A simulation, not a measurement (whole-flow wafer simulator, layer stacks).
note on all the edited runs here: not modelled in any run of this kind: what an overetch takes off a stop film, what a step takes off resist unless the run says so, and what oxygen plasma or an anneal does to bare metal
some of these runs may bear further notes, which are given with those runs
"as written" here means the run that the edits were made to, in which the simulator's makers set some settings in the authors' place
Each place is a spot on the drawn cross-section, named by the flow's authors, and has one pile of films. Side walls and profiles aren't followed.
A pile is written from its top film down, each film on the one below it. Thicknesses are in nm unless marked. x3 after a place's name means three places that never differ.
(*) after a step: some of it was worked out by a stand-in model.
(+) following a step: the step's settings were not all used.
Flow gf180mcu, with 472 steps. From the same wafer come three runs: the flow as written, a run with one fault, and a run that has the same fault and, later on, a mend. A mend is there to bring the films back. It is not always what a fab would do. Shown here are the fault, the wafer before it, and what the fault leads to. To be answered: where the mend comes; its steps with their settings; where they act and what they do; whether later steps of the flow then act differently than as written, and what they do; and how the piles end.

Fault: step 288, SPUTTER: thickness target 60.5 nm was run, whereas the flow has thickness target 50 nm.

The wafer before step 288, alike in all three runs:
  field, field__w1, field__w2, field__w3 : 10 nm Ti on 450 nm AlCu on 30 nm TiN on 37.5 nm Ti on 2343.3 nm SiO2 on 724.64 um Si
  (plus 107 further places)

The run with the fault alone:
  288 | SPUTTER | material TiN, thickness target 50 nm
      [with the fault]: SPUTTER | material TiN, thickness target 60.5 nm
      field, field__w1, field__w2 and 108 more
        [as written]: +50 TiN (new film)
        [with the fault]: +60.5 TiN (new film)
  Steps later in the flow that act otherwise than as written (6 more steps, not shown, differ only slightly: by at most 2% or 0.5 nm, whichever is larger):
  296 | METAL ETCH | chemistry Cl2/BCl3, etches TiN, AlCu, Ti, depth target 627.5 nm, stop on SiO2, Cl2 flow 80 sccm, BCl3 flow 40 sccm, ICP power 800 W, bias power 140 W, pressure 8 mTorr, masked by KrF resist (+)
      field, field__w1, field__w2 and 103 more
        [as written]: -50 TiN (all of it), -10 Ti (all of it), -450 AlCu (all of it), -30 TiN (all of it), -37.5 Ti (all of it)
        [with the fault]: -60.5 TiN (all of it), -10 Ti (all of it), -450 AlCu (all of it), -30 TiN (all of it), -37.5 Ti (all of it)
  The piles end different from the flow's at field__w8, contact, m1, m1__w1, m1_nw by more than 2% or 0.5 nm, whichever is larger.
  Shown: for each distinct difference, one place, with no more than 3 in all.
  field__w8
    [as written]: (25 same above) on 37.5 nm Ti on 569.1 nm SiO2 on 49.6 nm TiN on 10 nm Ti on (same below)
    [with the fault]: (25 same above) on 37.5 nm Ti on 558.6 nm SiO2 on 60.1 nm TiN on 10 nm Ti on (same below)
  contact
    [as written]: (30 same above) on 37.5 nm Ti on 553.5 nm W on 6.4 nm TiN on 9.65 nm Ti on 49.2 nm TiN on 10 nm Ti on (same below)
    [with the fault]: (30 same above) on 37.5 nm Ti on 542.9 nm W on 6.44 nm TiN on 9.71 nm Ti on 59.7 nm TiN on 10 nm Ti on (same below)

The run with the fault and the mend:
  The mend stands after step 295.
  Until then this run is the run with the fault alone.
  295a | STRIP | chemistry O2/N2, power 2160 W, pressure 1700 mTorr (*)
      field__w8, contact, m1, m1__w1, m1_nw
        -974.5 KrF resist (all of it)
  295b | METAL ETCH | chemistry Cl2/BCl3, etches TiN, AlCu, Ti, depth target 10.5 nm, Cl2 flow 80 sccm, BCl3 flow 40 sccm, ICP power 800 W, bias power 140 W, pressure 8 mTorr (the flow's step 260, run once more with other settings)
      field, field__w1, field__w2 and 108 more
        -10.5 TiN
  295c | HMDS | 120 C, 60 s (the flow's step 290, run once more)
      leaves every film unchanged at each place that is followed
  295d | COAT | KrF resist, thickness 1000 nm (the flow's step 291, run once more)
      field, field__w1, field__w2 and 108 more
        +1000 KrF resist (new film)
  295e | SOFTBAKE | KrF resist (the flow's step 292, run once more)
      leaves every film unchanged at each place that is followed
  295f | EXPOSE | photomask Metal2 (the flow's step 293, run once more)
      leaves every film unchanged at each place that is followed
  295g | PEB | KrF resist, 135 C, 90 s (the flow's step 294, run once more)
      field, field__w1, field__w2 and 108 more
        -10.5 KrF resist
  295h | DEVELOP | thickness 1000 nm, 60 s (the flow's step 295, run once more)
      field, field__w1, field__w2 and 103 more
        -989.5 KrF resist (all of it)
      field__w8, contact, m1, m1__w1, m1_nw
        -14.9 KrF resist
  None of the later steps of the flow acts differently than as written at any place that is followed.
  The piles end the same as the flow's at every place that both follow.
